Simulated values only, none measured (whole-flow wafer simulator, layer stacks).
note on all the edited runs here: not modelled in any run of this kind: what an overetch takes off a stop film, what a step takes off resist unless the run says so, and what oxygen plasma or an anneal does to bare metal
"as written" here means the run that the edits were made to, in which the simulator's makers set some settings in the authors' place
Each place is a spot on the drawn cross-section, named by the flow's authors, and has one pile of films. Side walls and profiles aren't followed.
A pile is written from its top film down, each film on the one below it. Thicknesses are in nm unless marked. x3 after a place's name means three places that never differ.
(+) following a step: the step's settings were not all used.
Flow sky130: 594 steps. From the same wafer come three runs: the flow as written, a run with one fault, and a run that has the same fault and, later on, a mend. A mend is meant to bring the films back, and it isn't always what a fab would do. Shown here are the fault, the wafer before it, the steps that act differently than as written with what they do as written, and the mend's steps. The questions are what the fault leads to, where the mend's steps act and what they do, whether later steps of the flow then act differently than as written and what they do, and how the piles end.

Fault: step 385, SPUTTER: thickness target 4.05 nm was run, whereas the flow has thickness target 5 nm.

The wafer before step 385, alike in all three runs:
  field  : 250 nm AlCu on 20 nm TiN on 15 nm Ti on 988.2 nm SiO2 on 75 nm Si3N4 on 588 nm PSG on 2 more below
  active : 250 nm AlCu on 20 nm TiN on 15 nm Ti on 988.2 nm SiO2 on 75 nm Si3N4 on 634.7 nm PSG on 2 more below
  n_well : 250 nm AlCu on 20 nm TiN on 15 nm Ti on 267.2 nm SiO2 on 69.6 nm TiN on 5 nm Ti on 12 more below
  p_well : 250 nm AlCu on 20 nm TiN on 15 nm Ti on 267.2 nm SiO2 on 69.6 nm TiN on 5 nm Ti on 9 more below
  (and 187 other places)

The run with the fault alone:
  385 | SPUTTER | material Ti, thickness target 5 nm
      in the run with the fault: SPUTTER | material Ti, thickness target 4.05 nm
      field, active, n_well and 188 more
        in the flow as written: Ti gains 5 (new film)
        in the run with the fault: Ti gains 4.05 (new film)
  Later steps of the flow acting differently than as written (not shown: 18 more steps that differ only slightly, by at most 2% or 0.5 nm, whichever is larger):
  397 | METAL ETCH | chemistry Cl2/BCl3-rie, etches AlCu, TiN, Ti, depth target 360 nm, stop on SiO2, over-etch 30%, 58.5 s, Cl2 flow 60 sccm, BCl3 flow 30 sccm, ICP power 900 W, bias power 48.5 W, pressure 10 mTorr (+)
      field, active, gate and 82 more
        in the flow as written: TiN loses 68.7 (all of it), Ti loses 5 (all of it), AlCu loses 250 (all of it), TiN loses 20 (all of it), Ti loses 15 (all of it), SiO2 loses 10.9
        in the run with the fault: TiN loses 68.7 (all of it), Ti loses 4.05 (all of it), AlCu loses 250 (all of it), TiN loses 20 (all of it), Ti loses 15 (all of it), SiO2 loses 11
  By the end, the piles at n_well, p_well, gate_hv and 103 more depart from the flow's by more than 2% or 0.5 nm, whichever is larger.
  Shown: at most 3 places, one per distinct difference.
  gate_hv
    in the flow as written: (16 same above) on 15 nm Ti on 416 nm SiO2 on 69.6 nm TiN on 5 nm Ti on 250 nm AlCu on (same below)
    in the run with the fault: (16 same above) on 15 nm Ti on 417 nm SiO2 on 69.6 nm TiN on 4.05 nm Ti on 250 nm AlCu on (same below)
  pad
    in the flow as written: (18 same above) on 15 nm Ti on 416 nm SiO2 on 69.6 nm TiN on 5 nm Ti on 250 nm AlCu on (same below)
    in the run with the fault: (18 same above) on 15 nm Ti on 417 nm SiO2 on 69.6 nm TiN on 4.05 nm Ti on 250 nm AlCu on (same below)
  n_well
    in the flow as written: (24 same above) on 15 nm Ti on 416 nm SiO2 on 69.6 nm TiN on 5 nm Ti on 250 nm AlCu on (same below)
    in the run with the fault: (24 same above) on 15 nm Ti on 417 nm SiO2 on 69.6 nm TiN on 4.05 nm Ti on 250 nm AlCu on (same below)

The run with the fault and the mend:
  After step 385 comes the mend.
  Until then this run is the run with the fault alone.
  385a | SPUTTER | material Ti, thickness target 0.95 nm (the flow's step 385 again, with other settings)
      field, active, n_well and 188 more
        Ti gains 0.95
  Every later step of the flow that is run acts as written at every place that is followed.
  The piles end the same as the flow's at every place that both follow.
